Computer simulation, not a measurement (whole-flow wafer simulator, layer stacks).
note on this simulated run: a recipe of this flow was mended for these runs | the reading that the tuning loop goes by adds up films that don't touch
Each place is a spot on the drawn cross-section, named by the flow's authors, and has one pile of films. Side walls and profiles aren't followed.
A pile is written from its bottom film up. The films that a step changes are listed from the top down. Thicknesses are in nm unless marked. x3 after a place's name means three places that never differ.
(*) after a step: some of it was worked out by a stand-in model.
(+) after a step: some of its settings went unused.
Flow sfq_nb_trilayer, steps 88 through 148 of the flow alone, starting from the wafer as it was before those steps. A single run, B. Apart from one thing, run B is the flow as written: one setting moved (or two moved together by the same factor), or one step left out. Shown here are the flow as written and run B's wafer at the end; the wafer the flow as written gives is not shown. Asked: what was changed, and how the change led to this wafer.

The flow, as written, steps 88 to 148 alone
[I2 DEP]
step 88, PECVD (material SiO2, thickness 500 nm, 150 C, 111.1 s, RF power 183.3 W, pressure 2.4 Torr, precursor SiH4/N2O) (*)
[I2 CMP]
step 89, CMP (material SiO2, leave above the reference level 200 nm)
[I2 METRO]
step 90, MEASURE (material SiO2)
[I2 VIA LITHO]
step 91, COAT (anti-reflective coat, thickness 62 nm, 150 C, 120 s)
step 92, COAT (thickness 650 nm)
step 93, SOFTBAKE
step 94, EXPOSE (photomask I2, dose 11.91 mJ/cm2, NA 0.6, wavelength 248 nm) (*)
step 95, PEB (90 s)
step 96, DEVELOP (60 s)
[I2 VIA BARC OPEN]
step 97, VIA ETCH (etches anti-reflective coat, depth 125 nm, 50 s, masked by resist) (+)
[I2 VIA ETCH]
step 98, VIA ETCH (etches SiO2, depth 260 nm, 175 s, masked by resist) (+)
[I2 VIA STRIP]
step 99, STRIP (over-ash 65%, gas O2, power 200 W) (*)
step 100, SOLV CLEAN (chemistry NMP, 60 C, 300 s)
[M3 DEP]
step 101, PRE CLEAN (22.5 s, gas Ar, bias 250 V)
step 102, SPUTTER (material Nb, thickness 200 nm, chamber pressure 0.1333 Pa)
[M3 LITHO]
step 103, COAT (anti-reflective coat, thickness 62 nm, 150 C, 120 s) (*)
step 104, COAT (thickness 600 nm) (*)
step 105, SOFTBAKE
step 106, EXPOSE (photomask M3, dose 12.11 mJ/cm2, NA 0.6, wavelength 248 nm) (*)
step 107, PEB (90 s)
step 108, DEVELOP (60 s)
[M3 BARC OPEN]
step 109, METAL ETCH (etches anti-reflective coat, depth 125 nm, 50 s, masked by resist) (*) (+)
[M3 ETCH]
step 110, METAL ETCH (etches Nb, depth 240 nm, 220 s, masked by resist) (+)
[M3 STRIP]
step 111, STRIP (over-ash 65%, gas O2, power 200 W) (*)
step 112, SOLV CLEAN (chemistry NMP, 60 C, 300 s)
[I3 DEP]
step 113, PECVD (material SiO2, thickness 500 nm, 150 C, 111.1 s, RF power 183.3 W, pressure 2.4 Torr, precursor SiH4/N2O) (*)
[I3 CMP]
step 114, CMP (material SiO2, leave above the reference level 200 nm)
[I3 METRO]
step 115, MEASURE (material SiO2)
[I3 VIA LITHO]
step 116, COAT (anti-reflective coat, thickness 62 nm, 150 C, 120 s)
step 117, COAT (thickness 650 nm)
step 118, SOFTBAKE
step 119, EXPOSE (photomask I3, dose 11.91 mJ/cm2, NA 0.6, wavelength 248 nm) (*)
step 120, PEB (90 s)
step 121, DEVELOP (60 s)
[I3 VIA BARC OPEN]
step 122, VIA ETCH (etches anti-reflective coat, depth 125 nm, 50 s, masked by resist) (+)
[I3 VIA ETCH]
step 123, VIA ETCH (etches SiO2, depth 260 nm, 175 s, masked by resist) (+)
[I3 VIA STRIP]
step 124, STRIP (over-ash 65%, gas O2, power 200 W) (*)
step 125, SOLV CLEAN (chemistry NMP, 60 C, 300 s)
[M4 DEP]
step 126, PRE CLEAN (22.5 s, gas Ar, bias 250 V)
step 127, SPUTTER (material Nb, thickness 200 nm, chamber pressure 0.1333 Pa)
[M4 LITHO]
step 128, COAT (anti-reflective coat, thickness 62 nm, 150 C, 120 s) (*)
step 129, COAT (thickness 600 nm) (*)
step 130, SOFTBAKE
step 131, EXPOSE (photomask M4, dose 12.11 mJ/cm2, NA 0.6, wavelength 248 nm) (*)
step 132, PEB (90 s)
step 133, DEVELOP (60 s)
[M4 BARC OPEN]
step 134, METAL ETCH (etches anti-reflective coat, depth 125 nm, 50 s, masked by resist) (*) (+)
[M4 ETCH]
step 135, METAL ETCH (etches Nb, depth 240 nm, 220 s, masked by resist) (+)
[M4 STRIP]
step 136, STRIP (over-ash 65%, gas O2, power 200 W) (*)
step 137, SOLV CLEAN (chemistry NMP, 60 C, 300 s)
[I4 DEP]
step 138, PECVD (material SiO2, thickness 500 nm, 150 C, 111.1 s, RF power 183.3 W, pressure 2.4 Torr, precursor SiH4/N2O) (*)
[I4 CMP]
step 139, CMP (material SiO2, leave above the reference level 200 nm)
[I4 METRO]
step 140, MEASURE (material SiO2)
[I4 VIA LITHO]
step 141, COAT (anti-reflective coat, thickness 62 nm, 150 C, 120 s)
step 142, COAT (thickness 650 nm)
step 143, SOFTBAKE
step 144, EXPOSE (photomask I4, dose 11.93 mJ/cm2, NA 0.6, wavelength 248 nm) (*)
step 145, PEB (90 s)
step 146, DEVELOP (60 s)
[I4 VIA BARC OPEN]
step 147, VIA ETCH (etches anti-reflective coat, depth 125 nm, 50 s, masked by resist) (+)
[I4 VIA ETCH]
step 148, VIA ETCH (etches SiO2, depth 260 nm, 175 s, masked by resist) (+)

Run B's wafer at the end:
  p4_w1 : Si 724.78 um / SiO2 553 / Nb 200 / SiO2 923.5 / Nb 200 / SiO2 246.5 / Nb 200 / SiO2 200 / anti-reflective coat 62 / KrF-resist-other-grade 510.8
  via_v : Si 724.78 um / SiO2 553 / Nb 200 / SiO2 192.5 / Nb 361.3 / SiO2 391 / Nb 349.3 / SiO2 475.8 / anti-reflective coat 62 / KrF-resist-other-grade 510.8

The reason: step 88, PECVD: thickness 350 nm was run, whereas the flow has thickness 500 nm; step 88, PECVD: 77.78 s was run, where the flow has 111.1 s.

Step by step, how the change led to this:
  step 88, PECVD (material SiO2, thickness 500 nm, 150 C, 111.1 s, RF power 183.3 W, pressure 2.4 Torr, precursor SiH4/N2O) (*)
      field_l, be, be_sur and 81 more: SiO2 gains 350 (it would be, as written: SiO2 gains 500)
      v_sur, via_wl, via_w and 18 more: SiO2 gains 350 (new film) (it would be, as written: SiO2 gains 500 (new film))
      (also at 1 further place)
  step 89, CMP (material SiO2, leave above the reference level 200 nm)
      field_l, be, be_sur and 81 more: nothing (it would be, as written: SiO2 loses 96)
      via_v: nothing (it would be, as written: SiO2 loses 181.6)
      (also at 21 further places)
  step 91, COAT (anti-reflective coat, thickness 62 nm, 150 C, 120 s)
      wl_d_sl, m0r_space_l, m0r_space_r, m6r_space_l x2, m6r_space_r x2: anti-reflective coat gains 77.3 (new film) (it would be, as written: anti-reflective coat gains 62 (new film))
      p4_w1, wl_a_m6, wl_b_m5, wl_b_sr, m5r_line_l, m5r_line_r: anti-reflective coat gains 60.6 (new film) (it would be, as written: anti-reflective coat gains 62 (new film))
      (also at 54 further places)
  step 92, COAT (thickness 650 nm)
      via_wr, wl_e_m5: KrF-resist-other-grade gains 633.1 (new film) (it would be, as written: KrF-resist-other-grade gains 650 (new film))
      via_wl: KrF-resist-other-grade gains 634.1 (new film) (it would be, as written: KrF-resist-other-grade gains 650 (new film))
      (also at 9 further places)
  step 96, DEVELOP (60 s)
      via_w: KrF-resist-other-grade loses 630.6 (all of it) (it would be, as written: KrF-resist-other-grade loses 648.6 (all of it))
  step 97, VIA ETCH (etches anti-reflective coat, depth 125 nm, 50 s, masked by resist) (+)
      via_w: anti-reflective coat loses 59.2 (all of it), SiO2 loses 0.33 (it would be, as written: anti-reflective coat loses 62 (all of it), SiO2 loses 0.31)
  step 99, STRIP (over-ash 65%, gas O2, power 200 W) (*)
      m0r_line_l x3, m0r_line_r x3: KrF-resist-other-grade loses 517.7 (all of it), anti-reflective coat loses 70.9 (all of it) (it would be, as written: KrF-resist-other-grade loses 510.8 (all of it), anti-reflective coat loses 62 (all of it))
      m0r_space_l, m0r_space_r, m6r_space_l x2, m6r_space_r x2: KrF-resist-other-grade loses 512.4 (all of it), anti-reflective coat loses 77.3 (all of it) (it would be, as written: KrF-resist-other-grade loses 510.8 (all of it), anti-reflective coat loses 62 (all of it))
      (also at 56 further places)
  step 103, COAT (anti-reflective coat, thickness 62 nm, 150 C, 120 s) (*)
      p3_s1, wl_j_sr, wl_a_m6, wl_b_m5, wl_b_sr, m5r_line_l, m5r_line_r: anti-reflective coat gains 60.5 (new film) (it would be, as written: anti-reflective coat gains 62 (new film))
      m0r_line_l x3, m0r_line_r x3: anti-reflective coat gains 69.2 (new film) (it would be, as written: anti-reflective coat gains 62 (new film))
      (also at 53 further places)
  step 104, COAT (thickness 600 nm) (*)
      v_sur: KrF-resist-other-grade gains 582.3 (new film) (it would be, as written: KrF-resist-other-grade gains 596.4 (new film))
      via_wl: KrF-resist-other-grade gains 595.1 (new film) (it would be, as written: KrF-resist-other-grade gains 616.5 (new film))
      (also at 10 further places)
  step 108, DEVELOP (60 s)
      wl_d_sl: KrF-resist-other-grade loses 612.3 (all of it) (it would be, as written: KrF-resist-other-grade loses 598.7 (all of it))
      wl_d_m1: KrF-resist-other-grade loses 617.3 (all of it) (it would be, as written: KrF-resist-other-grade loses 598.7 (all of it))
      (also at 5 further places)
  step 109, METAL ETCH (etches anti-reflective coat, depth 125 nm, 50 s, masked by resist) (*) (+)
      m0r_line_l x3, m0r_line_r x3: anti-reflective coat loses 69.2 (all of it) (it would be, as written: anti-reflective coat loses 62 (all of it))
      p3_s1, m5r_line_l, m5r_line_r: anti-reflective coat loses 60.5 (all of it) (it would be, as written: anti-reflective coat loses 62 (all of it))
      (also at 38 further places)
  step 111, STRIP (over-ash 65%, gas O2, power 200 W) (*)
      wl_a_sr, wl_b_sl: KrF-resist-other-grade loses 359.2 (all of it), anti-reflective coat loses 60.6 (all of it) (it would be, as written: KrF-resist-other-grade loses 364.6 (all of it), anti-reflective coat loses 62 (all of it))
      v_sur: KrF-resist-other-grade loses 347 (all of it), anti-reflective coat loses 34.6 (all of it) (it would be, as written: KrF-resist-other-grade loses 361 (all of it), anti-reflective coat loses 46 (all of it))
      (also at 21 further places)
  step 114, CMP (material SiO2, leave above the reference level 200 nm)
      field_l, be, be_sur and 64 more: SiO2 loses 42 (it would be, as written: SiO2 loses 96)
      p4_w1, p4_w2, p4_w3 and 6 more: SiO2 loses 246 (it would be, as written: SiO2 loses 300)
      (also at 9 further places)
  step 123, VIA ETCH (etches SiO2, depth 260 nm, 175 s, masked by resist) (+)
      via_v: SiO2 loses 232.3 (all of it), Nb loses 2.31 (it would be, as written: SiO2 loses 199.7 (all of it), Nb loses 5.03)
  step 127, SPUTTER (material Nb, thickness 200 nm, chamber pressure 0.1333 Pa)
      via_v: Nb gains 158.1 (it would be, as written: Nb gains 164.5)
  step 128, COAT (anti-reflective coat, thickness 62 nm, 150 C, 120 s) (*)
      via_v: anti-reflective coat gains 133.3 (new film) (it would be, as written: anti-reflective coat gains 126.8 (new film))
  ... 2 other steps ...
  step 138, PECVD (material SiO2, thickness 500 nm, 150 C, 111.1 s, RF power 183.3 W, pressure 2.4 Torr, precursor SiH4/N2O) (*)
      via_v: SiO2 gains 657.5 (new film) (it would be, as written: SiO2 gains 621.2 (new film))
